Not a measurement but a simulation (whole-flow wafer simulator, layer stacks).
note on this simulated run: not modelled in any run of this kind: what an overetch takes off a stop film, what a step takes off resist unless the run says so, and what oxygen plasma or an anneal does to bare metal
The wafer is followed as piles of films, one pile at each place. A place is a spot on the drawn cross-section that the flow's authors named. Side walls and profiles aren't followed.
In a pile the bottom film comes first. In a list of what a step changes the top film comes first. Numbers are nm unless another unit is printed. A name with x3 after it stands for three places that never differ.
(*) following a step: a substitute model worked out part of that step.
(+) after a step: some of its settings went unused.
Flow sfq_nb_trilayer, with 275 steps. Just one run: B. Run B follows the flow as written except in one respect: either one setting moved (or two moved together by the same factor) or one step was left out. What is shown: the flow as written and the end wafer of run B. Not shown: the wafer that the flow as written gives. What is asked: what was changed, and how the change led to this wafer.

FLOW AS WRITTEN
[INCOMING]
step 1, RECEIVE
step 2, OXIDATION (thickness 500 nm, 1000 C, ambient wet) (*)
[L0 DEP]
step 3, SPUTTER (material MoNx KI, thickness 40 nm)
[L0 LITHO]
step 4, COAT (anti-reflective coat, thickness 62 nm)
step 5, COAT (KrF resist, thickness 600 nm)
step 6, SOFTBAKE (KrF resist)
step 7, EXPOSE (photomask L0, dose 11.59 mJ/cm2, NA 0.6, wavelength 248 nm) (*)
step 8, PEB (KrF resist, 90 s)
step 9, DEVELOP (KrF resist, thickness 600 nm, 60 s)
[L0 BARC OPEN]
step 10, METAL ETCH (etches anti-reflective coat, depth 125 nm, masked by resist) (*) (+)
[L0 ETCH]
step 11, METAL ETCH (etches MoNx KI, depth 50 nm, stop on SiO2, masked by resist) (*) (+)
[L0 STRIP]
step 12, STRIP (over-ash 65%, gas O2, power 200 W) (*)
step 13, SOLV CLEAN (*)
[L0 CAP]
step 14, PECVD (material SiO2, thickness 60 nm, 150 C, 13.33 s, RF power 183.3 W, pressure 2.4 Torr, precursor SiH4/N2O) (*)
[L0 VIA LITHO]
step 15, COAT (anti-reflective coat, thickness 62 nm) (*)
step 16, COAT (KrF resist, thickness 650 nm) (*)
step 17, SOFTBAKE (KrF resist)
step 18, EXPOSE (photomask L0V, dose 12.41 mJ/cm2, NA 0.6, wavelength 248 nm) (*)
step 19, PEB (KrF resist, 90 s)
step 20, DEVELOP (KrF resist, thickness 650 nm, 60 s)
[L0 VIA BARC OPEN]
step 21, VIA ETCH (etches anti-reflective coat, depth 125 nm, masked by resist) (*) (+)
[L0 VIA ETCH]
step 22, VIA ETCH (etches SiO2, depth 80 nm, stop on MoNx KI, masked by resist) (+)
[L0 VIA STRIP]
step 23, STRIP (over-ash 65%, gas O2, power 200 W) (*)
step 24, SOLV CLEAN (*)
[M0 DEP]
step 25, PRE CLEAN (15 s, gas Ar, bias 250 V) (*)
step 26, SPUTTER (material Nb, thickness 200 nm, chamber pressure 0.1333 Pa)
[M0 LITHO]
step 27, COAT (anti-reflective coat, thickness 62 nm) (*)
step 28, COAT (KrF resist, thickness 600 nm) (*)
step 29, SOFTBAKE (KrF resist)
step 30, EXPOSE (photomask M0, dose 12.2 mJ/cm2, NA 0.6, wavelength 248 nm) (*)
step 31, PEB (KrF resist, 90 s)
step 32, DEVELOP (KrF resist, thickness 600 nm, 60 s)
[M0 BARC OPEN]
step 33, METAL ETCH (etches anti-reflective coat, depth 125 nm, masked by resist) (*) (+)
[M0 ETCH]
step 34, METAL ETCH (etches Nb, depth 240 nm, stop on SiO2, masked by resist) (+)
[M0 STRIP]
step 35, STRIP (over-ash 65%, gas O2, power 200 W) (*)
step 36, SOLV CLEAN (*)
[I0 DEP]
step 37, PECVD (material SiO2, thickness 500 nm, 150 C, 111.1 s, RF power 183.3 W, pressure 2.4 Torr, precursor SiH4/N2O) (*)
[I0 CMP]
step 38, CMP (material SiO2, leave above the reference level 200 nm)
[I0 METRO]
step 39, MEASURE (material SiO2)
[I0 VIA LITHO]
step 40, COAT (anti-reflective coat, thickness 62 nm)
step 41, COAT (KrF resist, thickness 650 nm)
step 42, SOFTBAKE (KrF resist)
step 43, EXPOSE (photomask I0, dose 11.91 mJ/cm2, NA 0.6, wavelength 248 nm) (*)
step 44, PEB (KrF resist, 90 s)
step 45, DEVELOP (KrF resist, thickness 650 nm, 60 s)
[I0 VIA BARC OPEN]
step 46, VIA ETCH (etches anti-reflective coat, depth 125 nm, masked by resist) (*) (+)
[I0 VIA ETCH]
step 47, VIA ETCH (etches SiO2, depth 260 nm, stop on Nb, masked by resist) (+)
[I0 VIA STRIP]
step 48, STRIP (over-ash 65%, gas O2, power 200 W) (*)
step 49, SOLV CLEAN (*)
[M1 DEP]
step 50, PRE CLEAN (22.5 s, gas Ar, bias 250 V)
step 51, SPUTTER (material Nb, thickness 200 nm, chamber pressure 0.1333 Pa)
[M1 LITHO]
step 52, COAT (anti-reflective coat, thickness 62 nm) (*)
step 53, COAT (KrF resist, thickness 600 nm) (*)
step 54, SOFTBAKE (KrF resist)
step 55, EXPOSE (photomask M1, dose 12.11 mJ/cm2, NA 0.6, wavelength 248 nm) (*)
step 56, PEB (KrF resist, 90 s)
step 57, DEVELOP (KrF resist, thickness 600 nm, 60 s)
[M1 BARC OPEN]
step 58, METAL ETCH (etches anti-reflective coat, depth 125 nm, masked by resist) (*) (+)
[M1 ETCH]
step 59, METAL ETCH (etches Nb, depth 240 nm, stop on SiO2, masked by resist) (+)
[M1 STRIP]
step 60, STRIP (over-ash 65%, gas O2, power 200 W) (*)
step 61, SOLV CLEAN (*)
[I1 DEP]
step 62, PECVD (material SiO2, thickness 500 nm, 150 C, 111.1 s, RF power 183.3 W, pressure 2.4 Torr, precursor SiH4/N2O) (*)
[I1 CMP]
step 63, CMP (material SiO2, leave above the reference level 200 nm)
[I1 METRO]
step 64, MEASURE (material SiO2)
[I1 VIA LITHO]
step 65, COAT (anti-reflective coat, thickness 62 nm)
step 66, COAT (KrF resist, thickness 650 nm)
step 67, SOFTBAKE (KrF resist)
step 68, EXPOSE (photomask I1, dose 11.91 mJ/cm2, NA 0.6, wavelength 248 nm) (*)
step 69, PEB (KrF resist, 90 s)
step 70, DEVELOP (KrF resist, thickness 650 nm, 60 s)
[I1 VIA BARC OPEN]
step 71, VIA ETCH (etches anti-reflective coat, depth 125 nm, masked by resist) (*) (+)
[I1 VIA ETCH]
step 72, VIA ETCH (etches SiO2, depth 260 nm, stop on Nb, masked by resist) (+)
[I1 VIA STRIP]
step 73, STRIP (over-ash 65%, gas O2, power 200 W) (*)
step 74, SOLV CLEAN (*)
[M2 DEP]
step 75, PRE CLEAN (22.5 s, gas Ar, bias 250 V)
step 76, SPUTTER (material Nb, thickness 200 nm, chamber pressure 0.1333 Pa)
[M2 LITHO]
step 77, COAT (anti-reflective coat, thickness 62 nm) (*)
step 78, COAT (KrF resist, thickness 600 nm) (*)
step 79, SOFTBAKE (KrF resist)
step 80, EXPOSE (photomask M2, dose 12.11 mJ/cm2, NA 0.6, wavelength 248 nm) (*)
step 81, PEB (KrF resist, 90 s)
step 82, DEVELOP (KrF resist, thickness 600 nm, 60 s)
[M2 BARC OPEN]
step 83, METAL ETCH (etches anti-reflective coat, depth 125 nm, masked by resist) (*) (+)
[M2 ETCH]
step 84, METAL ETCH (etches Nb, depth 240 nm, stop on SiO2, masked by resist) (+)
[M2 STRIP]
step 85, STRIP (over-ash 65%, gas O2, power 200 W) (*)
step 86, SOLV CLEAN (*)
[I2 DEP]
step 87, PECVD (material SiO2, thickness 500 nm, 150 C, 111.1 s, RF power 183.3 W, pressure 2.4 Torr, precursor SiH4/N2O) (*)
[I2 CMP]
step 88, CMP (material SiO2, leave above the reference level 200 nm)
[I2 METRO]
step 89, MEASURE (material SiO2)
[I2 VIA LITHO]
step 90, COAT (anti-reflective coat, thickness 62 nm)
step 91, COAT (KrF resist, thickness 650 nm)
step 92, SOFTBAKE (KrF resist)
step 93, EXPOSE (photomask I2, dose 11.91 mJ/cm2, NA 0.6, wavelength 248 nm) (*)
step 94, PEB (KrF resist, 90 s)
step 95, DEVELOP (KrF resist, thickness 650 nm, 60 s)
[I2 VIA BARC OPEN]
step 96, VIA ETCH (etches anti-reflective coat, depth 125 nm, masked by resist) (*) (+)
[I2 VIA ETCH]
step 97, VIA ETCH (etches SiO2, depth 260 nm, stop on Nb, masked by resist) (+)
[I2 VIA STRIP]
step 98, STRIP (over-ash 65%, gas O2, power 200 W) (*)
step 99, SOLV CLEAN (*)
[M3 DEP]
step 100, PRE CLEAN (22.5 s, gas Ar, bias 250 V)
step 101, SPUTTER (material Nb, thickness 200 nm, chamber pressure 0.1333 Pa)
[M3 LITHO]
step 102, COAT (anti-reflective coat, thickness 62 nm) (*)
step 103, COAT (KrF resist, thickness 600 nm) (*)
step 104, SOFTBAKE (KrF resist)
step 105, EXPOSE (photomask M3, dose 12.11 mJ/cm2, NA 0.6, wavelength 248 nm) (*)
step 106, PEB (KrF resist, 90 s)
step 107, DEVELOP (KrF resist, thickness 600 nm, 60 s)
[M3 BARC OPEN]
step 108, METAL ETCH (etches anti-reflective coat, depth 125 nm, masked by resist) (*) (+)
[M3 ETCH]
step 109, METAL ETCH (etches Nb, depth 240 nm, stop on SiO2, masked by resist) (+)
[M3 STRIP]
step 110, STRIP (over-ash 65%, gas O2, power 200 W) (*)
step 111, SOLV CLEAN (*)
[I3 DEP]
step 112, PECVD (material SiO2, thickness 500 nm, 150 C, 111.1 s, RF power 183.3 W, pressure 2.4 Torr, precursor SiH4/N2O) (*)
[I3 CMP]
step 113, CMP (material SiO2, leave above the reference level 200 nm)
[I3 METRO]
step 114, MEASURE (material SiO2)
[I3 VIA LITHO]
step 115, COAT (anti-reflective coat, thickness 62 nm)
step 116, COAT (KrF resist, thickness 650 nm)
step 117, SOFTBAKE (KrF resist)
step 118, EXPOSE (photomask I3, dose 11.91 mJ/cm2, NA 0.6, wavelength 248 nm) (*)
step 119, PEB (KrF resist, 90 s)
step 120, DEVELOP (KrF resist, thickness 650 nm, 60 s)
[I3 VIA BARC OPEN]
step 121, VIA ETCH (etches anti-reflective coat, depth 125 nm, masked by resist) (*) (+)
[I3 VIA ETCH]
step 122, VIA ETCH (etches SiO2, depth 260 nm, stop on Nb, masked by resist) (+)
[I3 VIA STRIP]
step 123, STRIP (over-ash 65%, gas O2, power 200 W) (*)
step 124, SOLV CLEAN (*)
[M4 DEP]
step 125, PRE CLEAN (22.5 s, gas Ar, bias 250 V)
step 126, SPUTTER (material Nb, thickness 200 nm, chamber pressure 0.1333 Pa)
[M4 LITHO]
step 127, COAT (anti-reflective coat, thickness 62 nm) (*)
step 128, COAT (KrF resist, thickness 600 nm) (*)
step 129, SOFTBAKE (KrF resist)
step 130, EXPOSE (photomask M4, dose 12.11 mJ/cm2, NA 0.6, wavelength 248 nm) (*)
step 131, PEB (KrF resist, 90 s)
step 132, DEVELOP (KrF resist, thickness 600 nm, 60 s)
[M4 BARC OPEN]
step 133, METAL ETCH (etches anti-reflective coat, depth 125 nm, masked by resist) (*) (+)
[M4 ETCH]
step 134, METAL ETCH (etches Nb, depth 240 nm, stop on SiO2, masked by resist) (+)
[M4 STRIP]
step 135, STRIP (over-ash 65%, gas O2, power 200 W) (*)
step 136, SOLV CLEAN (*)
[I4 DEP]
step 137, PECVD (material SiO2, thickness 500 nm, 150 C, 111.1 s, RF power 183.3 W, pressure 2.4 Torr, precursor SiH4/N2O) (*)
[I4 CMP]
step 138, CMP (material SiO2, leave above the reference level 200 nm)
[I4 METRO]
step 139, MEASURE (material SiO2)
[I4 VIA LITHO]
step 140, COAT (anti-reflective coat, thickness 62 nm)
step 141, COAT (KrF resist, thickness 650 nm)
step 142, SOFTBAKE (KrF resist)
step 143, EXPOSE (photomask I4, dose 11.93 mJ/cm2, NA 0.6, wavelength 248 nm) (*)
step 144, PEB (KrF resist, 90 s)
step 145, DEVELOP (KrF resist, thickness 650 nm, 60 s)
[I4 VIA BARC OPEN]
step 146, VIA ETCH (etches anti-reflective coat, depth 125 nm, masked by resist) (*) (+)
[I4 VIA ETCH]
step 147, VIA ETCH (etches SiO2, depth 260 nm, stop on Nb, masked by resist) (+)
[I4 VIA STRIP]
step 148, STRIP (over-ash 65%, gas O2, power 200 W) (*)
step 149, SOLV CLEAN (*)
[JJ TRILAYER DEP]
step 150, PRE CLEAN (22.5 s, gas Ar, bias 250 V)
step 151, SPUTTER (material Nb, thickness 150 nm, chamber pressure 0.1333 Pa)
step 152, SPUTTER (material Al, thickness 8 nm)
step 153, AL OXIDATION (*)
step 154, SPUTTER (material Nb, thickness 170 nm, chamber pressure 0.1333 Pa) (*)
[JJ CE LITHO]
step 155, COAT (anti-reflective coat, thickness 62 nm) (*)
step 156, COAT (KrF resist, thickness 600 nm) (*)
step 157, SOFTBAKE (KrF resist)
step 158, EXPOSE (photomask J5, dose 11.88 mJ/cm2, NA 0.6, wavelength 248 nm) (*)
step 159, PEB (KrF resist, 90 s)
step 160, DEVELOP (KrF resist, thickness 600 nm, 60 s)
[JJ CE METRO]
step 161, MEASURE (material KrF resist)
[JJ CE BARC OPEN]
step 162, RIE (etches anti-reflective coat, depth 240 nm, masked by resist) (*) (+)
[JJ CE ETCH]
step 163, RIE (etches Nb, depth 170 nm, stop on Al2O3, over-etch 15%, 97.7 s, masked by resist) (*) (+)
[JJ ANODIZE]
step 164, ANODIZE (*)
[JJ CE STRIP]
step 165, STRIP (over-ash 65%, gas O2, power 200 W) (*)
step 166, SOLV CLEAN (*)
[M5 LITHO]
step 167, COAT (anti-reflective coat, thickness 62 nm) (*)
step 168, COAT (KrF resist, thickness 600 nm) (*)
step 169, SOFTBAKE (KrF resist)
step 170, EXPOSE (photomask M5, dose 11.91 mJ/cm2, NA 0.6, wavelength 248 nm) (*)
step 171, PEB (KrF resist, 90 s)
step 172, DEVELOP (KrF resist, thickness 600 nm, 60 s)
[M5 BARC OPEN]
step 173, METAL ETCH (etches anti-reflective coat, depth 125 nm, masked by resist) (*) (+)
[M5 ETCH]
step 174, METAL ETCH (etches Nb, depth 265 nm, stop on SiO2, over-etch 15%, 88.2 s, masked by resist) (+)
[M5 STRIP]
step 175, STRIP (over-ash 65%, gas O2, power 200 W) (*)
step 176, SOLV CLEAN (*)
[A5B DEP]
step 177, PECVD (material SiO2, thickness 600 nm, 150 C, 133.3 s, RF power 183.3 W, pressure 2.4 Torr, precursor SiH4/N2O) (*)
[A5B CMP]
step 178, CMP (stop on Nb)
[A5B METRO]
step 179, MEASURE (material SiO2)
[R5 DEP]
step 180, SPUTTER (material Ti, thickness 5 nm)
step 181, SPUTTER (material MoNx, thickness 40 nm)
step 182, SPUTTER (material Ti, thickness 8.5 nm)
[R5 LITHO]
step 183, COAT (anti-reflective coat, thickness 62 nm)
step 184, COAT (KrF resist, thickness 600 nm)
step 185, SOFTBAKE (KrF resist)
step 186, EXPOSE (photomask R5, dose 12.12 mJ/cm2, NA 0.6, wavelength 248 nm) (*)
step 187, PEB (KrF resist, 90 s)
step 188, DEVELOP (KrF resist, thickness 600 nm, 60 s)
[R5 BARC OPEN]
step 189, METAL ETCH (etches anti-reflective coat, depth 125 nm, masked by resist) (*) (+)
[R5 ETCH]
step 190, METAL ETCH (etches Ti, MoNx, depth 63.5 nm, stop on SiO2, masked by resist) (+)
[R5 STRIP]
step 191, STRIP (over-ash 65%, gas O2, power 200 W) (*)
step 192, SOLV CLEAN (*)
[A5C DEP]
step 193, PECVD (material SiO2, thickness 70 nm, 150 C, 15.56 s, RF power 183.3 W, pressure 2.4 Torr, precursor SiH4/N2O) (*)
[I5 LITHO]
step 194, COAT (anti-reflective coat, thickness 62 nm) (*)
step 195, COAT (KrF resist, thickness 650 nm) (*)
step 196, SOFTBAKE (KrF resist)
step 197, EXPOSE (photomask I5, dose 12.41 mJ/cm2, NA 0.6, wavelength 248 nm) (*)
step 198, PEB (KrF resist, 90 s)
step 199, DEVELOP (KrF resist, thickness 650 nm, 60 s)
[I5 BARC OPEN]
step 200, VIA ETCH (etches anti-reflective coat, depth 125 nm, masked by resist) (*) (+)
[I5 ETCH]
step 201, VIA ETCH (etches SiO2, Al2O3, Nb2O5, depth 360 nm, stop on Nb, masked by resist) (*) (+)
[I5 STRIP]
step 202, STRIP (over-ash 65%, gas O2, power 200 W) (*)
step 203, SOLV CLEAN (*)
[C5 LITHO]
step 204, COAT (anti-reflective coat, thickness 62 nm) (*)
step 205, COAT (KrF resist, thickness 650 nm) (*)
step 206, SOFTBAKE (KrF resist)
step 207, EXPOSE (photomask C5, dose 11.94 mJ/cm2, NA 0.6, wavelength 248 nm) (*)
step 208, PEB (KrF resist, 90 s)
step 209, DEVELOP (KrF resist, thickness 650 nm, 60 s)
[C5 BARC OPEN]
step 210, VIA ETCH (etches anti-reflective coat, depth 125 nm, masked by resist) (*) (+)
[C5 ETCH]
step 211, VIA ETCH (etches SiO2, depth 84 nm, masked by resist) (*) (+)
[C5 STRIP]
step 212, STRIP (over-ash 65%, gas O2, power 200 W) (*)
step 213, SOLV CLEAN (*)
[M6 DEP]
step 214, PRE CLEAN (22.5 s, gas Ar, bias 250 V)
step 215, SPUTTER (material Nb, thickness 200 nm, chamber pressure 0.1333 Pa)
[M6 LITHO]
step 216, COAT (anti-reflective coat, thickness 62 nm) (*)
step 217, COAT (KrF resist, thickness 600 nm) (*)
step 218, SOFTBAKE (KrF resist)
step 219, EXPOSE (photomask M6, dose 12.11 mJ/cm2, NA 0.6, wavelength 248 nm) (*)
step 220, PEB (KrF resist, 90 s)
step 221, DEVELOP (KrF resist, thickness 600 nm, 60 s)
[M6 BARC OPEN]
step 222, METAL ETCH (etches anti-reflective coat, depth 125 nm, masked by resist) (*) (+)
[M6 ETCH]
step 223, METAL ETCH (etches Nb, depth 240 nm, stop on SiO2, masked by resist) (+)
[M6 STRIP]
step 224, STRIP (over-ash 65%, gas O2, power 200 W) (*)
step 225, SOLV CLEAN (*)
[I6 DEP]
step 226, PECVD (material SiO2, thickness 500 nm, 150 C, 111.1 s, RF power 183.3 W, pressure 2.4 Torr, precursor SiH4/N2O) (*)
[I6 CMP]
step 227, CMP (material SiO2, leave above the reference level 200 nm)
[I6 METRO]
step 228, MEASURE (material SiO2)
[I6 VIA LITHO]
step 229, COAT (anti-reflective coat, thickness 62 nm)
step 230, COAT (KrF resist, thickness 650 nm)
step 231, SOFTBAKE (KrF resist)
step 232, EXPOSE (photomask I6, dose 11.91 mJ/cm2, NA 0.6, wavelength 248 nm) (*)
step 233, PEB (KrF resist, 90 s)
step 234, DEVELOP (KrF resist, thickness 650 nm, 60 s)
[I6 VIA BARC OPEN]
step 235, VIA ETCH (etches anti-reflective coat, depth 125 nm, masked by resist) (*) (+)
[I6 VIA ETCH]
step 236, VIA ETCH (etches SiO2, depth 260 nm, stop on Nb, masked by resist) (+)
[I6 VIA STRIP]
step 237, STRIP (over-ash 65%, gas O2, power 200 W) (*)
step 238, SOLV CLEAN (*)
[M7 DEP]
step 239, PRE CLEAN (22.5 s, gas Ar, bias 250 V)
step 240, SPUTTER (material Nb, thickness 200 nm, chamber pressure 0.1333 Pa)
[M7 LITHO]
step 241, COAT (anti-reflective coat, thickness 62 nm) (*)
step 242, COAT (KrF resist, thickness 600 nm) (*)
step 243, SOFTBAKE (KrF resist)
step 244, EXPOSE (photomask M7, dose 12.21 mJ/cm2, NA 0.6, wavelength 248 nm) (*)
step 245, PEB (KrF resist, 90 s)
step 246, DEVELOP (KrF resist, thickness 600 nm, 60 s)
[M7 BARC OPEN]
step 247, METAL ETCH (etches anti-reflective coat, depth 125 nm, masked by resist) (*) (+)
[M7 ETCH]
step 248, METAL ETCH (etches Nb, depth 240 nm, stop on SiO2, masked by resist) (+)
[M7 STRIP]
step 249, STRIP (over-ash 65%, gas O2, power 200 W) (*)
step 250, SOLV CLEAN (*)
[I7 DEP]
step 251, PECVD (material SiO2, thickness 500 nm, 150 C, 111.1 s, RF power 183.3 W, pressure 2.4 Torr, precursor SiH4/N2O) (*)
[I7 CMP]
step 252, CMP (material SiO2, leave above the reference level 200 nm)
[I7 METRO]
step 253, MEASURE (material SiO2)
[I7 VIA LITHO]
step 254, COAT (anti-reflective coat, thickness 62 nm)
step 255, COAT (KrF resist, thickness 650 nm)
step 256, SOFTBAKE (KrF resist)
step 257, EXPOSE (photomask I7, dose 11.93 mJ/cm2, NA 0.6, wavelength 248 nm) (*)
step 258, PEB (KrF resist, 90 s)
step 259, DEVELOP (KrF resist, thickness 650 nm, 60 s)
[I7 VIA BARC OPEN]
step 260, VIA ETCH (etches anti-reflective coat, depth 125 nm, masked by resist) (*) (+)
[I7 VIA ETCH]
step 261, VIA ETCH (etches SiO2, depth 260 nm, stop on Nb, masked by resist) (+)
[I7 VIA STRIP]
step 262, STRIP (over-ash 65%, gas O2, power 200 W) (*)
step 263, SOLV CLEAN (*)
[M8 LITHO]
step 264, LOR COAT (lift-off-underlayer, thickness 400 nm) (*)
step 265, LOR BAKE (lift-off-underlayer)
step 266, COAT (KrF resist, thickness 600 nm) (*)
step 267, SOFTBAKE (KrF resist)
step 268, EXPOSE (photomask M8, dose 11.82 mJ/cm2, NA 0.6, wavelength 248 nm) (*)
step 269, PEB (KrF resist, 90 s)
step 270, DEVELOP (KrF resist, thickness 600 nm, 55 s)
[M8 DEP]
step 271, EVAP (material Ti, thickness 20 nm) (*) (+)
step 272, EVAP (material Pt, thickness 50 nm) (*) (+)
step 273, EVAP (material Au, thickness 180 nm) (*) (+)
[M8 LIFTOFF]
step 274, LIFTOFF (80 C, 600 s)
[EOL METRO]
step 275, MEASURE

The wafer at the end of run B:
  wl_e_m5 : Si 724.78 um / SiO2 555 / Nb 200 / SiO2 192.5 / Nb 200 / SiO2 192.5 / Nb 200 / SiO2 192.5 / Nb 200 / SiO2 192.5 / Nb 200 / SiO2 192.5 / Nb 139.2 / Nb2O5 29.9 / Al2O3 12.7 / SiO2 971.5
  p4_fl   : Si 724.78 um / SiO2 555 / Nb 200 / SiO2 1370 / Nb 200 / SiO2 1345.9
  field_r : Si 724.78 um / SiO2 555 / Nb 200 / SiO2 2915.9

Cause: step 227, CMP: leave above the reference level 170 nm was run, whereas the flow has leave above the reference level 200 nm.

How this came from the change, step by step:
  step 227, CMP (material SiO2, leave above the reference level 200 nm)
      field_l, p4_fl, p4_fm and 59 more: SiO2 loses 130 (as written it would have been: SiO2 loses 100)
      v_sur, via_wl, via_w and 15 more: SiO2 loses 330 (as written it would have been: SiO2 loses 300)
      (as well as at 26 more places)
  step 236, VIA ETCH (etches SiO2, depth 260 nm, stop on Nb, masked by resist) (+)
      field_l, v_sur, via_wl and 102 more: KrF resist loses 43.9 (as written it would have been: KrF resist loses 44.8)
      via_v: SiO2 loses 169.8 (all of it) (as written it would have been: SiO2 loses 199.8 (all of it))
  step 240, SPUTTER (material Nb, thickness 200 nm, chamber pressure 0.1333 Pa)
      via_v: Nb gains 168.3 (as written it would have been: Nb gains 161.1)
  step 241, COAT (anti-reflective coat, thickness 62 nm) (*)
      via_v: anti-reflective coat gains 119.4 (new film) (as written it would have been: anti-reflective coat gains 126 (new film))
  step 242, COAT (KrF resist, thickness 600 nm) (*)
      via_v: KrF resist gains 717 (new film) (as written it would have been: KrF resist gains 742.5 (new film))
  step 249, STRIP (over-ash 65%, gas O2, power 200 W) (*)
      via_v: KrF resist loses 499.1 (all of it), anti-reflective coat loses 119.4 (all of it) (as written it would have been: KrF resist loses 524.5 (all of it), anti-reflective coat loses 126 (all of it))
  step 251, PECVD (material SiO2, thickness 500 nm, 150 C, 111.1 s, RF power 183.3 W, pressure 2.4 Torr, precursor SiH4/N2O) (*)
      via_v: SiO2 gains 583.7 (new film) (as written it would have been: SiO2 gains 621 (new film))
